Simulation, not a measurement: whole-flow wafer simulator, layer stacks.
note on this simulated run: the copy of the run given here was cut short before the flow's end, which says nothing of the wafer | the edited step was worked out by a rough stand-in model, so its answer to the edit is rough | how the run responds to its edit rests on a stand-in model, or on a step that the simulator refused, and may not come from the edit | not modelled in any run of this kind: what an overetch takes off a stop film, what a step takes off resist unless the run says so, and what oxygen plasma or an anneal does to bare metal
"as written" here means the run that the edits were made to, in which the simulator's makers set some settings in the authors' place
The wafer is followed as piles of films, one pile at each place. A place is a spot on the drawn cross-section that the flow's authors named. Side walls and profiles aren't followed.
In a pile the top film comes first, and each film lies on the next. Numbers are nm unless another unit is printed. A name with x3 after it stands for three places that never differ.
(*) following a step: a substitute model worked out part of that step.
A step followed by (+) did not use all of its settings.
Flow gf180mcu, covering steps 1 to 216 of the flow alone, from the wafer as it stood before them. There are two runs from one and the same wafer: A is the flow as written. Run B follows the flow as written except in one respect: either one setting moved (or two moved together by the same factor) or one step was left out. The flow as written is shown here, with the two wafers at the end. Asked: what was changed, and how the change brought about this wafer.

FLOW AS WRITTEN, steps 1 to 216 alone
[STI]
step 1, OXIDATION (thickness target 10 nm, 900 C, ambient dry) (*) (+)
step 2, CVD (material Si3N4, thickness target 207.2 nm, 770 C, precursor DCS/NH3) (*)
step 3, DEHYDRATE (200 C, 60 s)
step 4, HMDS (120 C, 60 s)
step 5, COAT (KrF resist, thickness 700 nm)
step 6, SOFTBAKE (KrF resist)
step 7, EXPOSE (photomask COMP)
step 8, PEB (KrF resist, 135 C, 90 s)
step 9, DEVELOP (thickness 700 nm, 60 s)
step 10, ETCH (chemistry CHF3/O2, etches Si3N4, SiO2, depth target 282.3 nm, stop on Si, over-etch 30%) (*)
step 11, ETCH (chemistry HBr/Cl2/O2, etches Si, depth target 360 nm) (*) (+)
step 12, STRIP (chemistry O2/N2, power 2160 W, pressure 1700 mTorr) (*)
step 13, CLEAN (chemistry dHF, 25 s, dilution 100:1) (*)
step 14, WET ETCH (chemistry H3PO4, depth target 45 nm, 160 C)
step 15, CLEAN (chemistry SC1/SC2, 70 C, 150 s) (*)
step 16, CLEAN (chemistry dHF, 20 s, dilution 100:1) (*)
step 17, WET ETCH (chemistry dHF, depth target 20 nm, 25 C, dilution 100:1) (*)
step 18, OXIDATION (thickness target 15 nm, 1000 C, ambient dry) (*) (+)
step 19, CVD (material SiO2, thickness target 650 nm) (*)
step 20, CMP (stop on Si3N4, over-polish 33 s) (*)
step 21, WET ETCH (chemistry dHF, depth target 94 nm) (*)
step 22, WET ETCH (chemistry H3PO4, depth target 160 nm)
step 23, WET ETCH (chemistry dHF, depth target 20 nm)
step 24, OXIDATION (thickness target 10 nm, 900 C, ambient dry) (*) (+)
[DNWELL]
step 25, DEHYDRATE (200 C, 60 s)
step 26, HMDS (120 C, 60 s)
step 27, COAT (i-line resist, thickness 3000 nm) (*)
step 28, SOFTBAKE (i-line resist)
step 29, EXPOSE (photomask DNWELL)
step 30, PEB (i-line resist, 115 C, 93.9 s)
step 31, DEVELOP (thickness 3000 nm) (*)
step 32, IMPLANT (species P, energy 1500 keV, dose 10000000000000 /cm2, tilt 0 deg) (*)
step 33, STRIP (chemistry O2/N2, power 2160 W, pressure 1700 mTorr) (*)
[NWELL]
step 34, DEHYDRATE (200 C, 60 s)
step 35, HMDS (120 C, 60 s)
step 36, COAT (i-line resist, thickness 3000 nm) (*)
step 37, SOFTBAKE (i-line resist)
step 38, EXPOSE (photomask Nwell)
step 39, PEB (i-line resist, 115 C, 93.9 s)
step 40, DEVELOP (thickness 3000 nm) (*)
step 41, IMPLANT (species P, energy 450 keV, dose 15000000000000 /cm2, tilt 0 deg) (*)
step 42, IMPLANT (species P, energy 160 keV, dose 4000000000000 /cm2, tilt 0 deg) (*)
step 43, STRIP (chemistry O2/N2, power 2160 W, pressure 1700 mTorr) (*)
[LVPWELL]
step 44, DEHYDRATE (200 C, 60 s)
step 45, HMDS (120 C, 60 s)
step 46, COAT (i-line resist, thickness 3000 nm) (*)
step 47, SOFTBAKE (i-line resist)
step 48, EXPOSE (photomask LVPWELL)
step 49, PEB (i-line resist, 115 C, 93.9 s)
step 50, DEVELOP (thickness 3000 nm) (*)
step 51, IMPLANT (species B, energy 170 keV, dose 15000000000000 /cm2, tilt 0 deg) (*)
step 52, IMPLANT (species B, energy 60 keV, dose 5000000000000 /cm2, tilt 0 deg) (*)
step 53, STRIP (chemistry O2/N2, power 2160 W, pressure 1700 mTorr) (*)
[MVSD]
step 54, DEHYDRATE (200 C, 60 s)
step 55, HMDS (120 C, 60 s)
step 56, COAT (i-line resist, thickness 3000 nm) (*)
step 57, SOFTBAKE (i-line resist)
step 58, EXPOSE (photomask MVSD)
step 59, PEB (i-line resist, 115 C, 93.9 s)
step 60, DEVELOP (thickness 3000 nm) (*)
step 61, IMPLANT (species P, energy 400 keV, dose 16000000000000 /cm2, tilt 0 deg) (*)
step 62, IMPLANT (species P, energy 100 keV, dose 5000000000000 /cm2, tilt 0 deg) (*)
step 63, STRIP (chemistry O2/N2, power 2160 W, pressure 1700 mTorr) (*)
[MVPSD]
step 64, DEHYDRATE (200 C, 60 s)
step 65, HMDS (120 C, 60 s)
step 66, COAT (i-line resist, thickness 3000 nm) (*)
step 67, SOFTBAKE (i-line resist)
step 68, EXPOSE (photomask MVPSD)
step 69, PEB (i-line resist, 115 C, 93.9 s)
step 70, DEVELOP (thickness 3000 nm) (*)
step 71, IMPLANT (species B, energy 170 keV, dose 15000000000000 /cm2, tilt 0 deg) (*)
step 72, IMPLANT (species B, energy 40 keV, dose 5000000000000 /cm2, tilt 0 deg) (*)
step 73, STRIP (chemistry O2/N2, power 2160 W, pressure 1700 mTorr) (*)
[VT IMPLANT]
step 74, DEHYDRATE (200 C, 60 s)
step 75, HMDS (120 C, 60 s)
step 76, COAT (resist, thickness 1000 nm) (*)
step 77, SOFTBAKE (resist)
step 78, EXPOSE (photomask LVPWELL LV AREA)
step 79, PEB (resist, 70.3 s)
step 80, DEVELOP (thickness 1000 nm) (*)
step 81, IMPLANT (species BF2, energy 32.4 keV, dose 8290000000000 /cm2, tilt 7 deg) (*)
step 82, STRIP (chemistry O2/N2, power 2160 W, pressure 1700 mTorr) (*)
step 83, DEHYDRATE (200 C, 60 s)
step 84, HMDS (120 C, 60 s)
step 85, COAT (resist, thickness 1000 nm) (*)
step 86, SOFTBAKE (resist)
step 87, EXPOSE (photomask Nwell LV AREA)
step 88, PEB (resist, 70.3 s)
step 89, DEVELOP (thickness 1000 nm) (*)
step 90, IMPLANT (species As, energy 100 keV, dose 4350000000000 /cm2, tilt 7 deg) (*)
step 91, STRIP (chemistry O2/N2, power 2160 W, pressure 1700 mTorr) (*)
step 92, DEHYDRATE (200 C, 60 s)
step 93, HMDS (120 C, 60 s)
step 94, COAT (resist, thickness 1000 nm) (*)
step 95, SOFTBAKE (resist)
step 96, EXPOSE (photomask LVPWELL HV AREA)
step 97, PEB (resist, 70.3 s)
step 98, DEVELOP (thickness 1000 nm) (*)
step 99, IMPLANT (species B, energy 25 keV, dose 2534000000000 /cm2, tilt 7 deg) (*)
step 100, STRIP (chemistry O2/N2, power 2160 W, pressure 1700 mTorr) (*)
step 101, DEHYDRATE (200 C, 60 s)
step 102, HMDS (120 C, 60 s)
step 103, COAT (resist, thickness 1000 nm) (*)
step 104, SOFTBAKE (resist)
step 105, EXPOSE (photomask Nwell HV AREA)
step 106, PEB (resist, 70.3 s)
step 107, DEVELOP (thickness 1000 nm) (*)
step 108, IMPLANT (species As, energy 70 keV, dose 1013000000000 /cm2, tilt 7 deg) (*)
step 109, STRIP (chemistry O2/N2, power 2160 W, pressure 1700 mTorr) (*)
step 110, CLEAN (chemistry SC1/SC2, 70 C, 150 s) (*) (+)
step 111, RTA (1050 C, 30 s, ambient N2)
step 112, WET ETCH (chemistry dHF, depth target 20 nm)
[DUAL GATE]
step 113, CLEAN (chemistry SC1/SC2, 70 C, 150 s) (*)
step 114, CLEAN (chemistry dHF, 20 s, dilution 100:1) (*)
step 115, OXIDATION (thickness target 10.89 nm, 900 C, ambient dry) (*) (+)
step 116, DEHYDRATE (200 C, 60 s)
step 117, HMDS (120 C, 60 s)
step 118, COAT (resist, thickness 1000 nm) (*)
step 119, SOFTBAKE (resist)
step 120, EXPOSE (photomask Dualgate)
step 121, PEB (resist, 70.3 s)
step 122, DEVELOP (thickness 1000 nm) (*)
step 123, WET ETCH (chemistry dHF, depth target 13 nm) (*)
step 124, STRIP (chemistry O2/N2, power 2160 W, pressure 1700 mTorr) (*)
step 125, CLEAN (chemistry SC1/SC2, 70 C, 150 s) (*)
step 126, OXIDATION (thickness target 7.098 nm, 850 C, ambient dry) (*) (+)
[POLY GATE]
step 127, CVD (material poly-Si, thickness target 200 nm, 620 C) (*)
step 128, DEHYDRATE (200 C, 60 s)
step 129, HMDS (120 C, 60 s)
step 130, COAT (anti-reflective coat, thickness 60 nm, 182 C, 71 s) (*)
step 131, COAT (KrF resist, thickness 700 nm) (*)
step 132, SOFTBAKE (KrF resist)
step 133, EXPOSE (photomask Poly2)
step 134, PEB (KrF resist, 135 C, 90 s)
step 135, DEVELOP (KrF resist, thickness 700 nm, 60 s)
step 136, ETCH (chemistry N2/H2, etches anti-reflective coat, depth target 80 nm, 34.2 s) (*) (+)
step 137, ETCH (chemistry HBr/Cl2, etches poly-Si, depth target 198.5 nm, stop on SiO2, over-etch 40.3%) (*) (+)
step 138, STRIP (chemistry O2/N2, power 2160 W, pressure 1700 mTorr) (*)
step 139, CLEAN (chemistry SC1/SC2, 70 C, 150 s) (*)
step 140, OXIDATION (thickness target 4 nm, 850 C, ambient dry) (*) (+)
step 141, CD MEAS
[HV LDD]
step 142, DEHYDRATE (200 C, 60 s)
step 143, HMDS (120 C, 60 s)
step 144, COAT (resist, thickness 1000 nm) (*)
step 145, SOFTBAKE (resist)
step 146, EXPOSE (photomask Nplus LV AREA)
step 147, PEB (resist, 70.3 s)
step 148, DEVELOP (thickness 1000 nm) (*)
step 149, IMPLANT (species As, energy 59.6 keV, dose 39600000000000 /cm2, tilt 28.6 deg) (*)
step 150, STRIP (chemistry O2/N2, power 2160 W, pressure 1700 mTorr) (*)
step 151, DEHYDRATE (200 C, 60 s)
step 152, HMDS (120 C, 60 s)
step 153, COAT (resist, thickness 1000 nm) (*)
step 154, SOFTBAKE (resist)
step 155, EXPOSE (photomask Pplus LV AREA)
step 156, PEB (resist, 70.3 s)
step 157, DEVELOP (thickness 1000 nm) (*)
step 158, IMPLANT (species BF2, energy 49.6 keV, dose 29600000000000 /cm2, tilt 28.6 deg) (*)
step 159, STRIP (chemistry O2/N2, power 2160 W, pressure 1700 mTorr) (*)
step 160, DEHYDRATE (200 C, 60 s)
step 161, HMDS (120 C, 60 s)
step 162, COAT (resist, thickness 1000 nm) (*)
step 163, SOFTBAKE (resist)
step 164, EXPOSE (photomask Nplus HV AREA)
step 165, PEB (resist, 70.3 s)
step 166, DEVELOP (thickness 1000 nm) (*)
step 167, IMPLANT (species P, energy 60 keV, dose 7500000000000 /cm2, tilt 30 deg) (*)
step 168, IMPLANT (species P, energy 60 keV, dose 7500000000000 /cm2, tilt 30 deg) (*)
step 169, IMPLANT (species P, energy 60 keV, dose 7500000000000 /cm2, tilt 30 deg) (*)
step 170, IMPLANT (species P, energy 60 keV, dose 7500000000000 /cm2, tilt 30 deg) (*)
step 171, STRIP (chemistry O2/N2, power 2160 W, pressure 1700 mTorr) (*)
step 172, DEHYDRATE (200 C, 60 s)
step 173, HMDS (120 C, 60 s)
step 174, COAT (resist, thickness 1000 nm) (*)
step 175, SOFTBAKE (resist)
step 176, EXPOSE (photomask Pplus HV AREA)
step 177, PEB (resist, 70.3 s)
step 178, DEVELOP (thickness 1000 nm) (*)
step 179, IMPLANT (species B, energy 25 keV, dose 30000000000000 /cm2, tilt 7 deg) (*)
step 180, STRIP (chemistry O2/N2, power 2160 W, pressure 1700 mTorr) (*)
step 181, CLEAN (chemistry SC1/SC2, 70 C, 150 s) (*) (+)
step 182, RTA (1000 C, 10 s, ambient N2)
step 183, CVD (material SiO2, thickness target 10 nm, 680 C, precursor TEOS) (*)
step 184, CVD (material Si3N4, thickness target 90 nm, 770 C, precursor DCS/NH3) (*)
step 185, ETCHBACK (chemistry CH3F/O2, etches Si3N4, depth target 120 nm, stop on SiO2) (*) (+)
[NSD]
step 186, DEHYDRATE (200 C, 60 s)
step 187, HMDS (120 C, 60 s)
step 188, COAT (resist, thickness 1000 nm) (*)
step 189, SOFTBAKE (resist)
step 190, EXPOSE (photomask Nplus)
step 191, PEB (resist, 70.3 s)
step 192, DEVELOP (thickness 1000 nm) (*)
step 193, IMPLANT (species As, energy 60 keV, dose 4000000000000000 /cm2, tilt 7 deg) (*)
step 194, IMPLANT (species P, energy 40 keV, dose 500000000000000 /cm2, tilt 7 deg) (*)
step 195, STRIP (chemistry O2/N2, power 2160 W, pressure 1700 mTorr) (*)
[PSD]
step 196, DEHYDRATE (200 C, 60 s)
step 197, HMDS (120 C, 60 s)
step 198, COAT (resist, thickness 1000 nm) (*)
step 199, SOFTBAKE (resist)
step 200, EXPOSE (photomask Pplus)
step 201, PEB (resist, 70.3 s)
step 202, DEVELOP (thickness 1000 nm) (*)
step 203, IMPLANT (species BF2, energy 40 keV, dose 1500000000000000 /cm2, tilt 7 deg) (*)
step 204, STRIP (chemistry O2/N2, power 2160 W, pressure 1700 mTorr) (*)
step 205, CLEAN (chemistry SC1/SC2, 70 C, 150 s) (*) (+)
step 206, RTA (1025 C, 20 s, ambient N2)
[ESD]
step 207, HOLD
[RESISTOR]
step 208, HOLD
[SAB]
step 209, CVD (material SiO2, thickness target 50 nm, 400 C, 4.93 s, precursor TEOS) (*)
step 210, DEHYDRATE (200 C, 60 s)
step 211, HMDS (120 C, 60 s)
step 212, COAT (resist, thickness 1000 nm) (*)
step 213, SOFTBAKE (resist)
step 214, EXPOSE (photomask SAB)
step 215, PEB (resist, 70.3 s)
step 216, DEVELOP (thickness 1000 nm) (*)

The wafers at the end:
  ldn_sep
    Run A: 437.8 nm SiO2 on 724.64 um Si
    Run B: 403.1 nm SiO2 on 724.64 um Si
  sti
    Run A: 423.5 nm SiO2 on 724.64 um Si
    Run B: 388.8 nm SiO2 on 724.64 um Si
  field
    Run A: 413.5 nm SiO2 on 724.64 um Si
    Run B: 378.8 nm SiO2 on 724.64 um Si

What caused this: step 21, WET ETCH: depth target 129 nm was run, while the flow as written has depth target 94 nm.

How this came from the change, step by step:
  step 21, WET ETCH (chemistry dHF, depth target 94 nm) (*)
      active, n_well, p_well and 40 more: A Si3N4 loses 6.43 | B Si3N4 loses 8.79
      field, field_sub, sti and 34 more: A SiO2 loses 94 | B SiO2 loses 129
  step 28, SOFTBAKE (i-line resist)
      sd_p, m1: A i-line resist gains 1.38 | B nothing
      field_sub: A i-line resist gains 1.87 | B nothing
      (and at 56 other places as well)
  step 37, SOFTBAKE (i-line resist)
      sd_p, m1: A i-line resist gains 1.38 | B nothing
      field_sub: A i-line resist gains 1.87 | B nothing
      (and at 56 other places as well)
  step 47, SOFTBAKE (i-line resist)
      sd_p, m1: A i-line resist gains 1.38 | B nothing
      field_sub: A i-line resist gains 1.87 | B nothing
      (and at 56 other places as well)
  step 57, SOFTBAKE (i-line resist)
      sd_p, m1: A i-line resist gains 1.38 | B nothing
      field_sub: A i-line resist gains 1.87 | B nothing
      (and at 56 other places as well)
  step 67, SOFTBAKE (i-line resist)
      sd_p, m1: A i-line resist gains 1.38 | B nothing
      field_sub: A i-line resist gains 1.87 | B nothing
      (and at 56 other places as well)
  step 76, COAT (resist, thickness 1000 nm) (*)
      p_well, spacer, sd_n: A resist gains 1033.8 (new film) | B resist gains 999.7 (new film)
      active: A resist gains 1019.7 (new film) | B resist gains 999.3 (new film)
      (and at 21 other places as well)
  step 77, SOFTBAKE (resist)
      field: A resist loses 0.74 | B resist gains 0.18
      field__w3: A resist loses 0.51 | B resist gains 0.04
      (and at 45 other places as well)
  step 80, DEVELOP (thickness 1000 nm) (*)
      p_well, spacer, sd_n: A resist loses 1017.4 (all of it) | B resist loses 983.9 (all of it)
      active: A resist loses 1004 (all of it) | B resist loses 983.5 (all of it)
      (and at 3 other places as well)
  step 82, STRIP (chemistry O2/N2, power 2160 W, pressure 1700 mTorr) (*)
      ldn_acc, ldn_drn: A resist loses 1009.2 (all of it) | B resist loses 987.5 (all of it)
      ld_body_p_dnw: A resist loses 1004.5 (all of it) | B resist loses 984 (all of it)
      (and at 16 other places as well)
  step 85, COAT (resist, thickness 1000 nm) (*)
      p_well, spacer, sd_n: A resist gains 1033.8 (new film) | B resist gains 999.7 (new film)
      active: A resist gains 1019.7 (new film) | B resist gains 999.3 (new film)
      (and at 21 other places as well)
  step 86, SOFTBAKE (resist)
      field: A resist loses 0.74 | B resist gains 0.18
      field__w3: A resist loses 0.51 | B resist gains 0.04
      (and at 45 other places as well)
  step 89, DEVELOP (thickness 1000 nm) (*)
      pplus_u: A resist loses 1009.2 (all of it) | B resist loses 983.2 (all of it)
      iso_ntap_nw: A resist loses 1011.9 (all of it) | B resist loses 985 (all of it)
      (and at 1 other place as well)
  step 91, STRIP (chemistry O2/N2, power 2160 W, pressure 1700 mTorr) (*)
      p_well, spacer, sd_n: A resist loses 1017.4 (all of it) | B resist loses 983.9 (all of it)
      ldn_acc, ldn_drn: A resist loses 1009.2 (all of it) | B resist loses 987.5 (all of it)
      (and at 18 other places as well)
  step 94, COAT (resist, thickness 1000 nm) (*)
      p_well, spacer, sd_n: A resist gains 1033.8 (new film) | B resist gains 999.7 (new film)
      active: A resist gains 1019.7 (new film) | B resist gains 999.3 (new film)
      (and at 21 other places as well)
  step 95, SOFTBAKE (resist)
      field: A resist loses 0.74 | B resist gains 0.18
      field__w3: A resist loses 0.51 | B resist gains 0.04
      (and at 45 other places as well)
  ... another 47 steps ...
  step 216, DEVELOP (thickness 1000 nm) (*)
      p_well, sd_n: A resist loses 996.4 (all of it) | B resist loses 961.6 (all of it)
      field__w6: A resist loses 1026.2 (all of it) | B resist loses 1072.6 (all of it)
      (and at 27 other places as well)
